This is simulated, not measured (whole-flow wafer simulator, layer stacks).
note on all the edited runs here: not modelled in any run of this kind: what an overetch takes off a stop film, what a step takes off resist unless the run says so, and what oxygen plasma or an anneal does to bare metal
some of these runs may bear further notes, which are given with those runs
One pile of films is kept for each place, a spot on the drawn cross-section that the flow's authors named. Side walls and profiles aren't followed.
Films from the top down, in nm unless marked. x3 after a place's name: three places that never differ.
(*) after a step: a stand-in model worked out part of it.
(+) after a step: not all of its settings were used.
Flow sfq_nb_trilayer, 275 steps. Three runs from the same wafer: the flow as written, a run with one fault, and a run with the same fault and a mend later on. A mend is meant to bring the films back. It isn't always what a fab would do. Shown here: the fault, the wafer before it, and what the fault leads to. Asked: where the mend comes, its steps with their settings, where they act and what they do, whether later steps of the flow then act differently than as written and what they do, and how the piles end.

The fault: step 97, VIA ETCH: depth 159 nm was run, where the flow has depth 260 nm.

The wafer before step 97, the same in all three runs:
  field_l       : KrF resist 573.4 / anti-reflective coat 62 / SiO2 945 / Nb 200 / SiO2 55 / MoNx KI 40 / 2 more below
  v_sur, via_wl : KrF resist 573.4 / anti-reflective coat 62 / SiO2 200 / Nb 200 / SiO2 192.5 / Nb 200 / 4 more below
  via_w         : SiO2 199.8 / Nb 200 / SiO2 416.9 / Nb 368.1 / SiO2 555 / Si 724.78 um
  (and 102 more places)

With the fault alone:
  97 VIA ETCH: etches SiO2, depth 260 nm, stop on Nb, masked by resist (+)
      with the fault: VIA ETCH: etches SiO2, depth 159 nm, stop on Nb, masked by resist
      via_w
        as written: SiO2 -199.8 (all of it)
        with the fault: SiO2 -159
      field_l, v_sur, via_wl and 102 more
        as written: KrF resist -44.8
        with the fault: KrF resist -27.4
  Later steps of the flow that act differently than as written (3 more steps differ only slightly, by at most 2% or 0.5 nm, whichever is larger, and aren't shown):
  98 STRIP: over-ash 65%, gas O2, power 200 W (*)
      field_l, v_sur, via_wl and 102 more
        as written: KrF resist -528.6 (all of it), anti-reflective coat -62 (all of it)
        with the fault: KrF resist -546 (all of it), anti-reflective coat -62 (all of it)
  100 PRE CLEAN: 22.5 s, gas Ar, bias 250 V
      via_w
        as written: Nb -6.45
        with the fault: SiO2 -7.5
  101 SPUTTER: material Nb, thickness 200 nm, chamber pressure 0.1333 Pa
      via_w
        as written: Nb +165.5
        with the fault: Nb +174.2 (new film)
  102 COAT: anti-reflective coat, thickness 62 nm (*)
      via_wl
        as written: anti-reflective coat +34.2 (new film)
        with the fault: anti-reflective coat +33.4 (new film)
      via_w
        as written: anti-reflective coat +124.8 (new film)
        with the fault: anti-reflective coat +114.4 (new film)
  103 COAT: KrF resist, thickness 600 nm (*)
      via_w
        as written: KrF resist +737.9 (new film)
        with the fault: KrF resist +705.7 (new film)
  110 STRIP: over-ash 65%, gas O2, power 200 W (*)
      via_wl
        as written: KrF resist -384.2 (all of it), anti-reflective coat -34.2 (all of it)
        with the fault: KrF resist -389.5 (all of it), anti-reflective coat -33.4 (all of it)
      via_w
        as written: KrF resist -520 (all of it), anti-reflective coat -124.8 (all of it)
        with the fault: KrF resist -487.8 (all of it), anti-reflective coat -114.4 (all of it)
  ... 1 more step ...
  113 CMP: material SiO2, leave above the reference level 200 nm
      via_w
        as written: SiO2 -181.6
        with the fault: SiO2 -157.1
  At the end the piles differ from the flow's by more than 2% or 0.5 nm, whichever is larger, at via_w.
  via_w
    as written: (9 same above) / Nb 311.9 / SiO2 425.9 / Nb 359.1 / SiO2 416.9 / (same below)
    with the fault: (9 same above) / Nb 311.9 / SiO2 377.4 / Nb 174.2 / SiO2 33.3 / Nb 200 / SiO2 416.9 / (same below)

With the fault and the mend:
  The mend comes after step 97.
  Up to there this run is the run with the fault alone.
  97a VIA ETCH: etches SiO2, depth 101 nm, stop on Nb, masked by resist (+) (the flow's step 97 once more, with other settings)
      field_l, v_sur, via_wl and 102 more
        KrF resist -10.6
      via_w
        SiO2 -40.8 (all of it)
  No later step of the flow acts differently than as written, at any place that is followed, by more than 2% or 0.5 nm, whichever is larger.
  At the end the piles are the same as the flow's at every place that both follow.
